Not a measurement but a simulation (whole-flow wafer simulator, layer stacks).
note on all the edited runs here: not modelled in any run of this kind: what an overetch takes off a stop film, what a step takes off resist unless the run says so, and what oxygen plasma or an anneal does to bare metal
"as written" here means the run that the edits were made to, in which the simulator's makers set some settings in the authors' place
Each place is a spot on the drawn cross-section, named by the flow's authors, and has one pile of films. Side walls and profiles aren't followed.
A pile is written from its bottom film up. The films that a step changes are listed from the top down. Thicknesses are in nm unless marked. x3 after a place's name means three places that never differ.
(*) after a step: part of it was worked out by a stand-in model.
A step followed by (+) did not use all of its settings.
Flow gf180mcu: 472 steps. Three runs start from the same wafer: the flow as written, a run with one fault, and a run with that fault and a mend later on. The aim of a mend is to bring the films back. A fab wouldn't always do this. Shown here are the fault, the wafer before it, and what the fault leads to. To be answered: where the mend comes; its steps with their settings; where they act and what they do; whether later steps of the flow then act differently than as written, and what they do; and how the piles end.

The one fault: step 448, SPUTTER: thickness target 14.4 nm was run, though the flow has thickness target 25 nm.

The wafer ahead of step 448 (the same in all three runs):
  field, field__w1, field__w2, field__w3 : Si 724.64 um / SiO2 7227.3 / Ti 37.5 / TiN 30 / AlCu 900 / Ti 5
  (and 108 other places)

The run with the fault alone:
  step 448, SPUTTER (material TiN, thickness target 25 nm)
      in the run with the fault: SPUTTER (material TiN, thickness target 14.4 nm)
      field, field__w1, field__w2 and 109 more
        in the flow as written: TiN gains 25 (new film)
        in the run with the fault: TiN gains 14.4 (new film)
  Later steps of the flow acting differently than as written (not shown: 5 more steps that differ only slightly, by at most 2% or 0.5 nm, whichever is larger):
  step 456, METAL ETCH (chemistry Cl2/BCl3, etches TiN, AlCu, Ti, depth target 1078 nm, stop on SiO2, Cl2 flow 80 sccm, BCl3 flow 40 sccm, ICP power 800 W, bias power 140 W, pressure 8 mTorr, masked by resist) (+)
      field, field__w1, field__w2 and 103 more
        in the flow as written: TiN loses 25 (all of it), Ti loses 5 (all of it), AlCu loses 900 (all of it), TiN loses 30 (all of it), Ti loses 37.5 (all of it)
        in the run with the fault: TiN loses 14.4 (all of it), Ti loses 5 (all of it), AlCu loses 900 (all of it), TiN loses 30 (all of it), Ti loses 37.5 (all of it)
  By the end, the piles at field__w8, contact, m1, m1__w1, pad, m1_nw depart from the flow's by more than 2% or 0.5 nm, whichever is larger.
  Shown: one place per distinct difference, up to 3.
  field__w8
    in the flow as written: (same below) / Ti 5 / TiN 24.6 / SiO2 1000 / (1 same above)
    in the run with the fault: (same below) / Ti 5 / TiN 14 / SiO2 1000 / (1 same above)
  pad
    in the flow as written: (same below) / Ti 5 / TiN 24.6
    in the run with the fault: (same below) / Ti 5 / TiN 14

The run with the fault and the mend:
  After step 455 comes the mend.
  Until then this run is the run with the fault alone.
  step 455a, STRIP (chemistry O2/N2, power 2160 W, pressure 1700 mTorr) (*)
      field__w8, contact, m1, m1__w1, pad, m1_nw
        resist loses 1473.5 (all of it)
  step 455b, SPUTTER (material TiN, thickness target 10.6 nm) (the flow's step 448 again, with other settings)
      field, field__w1, field__w2 and 109 more
        TiN gains 10.6
  step 455c, HMDS (120 C, 60 s) (the flow's step 450 again)
      leaves every film unchanged at each place that is followed
  step 455d, COAT (resist, thickness 1500 nm) (the flow's step 451 again)
      field, field__w1, field__w2 and 109 more
        resist gains 1500 (new film)
  step 455e, SOFTBAKE (resist) (the flow's step 452 again)
      leaves every film unchanged at each place that is followed
  step 455f, EXPOSE (photomask MetalTop) (the flow's step 453 again)
      leaves every film unchanged at each place that is followed
  step 455g, PEB (resist, 70.3 s) (the flow's step 454 again)
      field, field__w1, field__w2 and 109 more
        resist loses 26.5
  step 455h, DEVELOP (thickness 1500 nm, 60 s) (the flow's step 455 again)
      field, field__w1, field__w2 and 103 more
        resist loses 1473.5 (all of it)
  Every later step of the flow that is run acts as written at every place that is followed.
  The piles end the same as the flow's at every place that both follow.
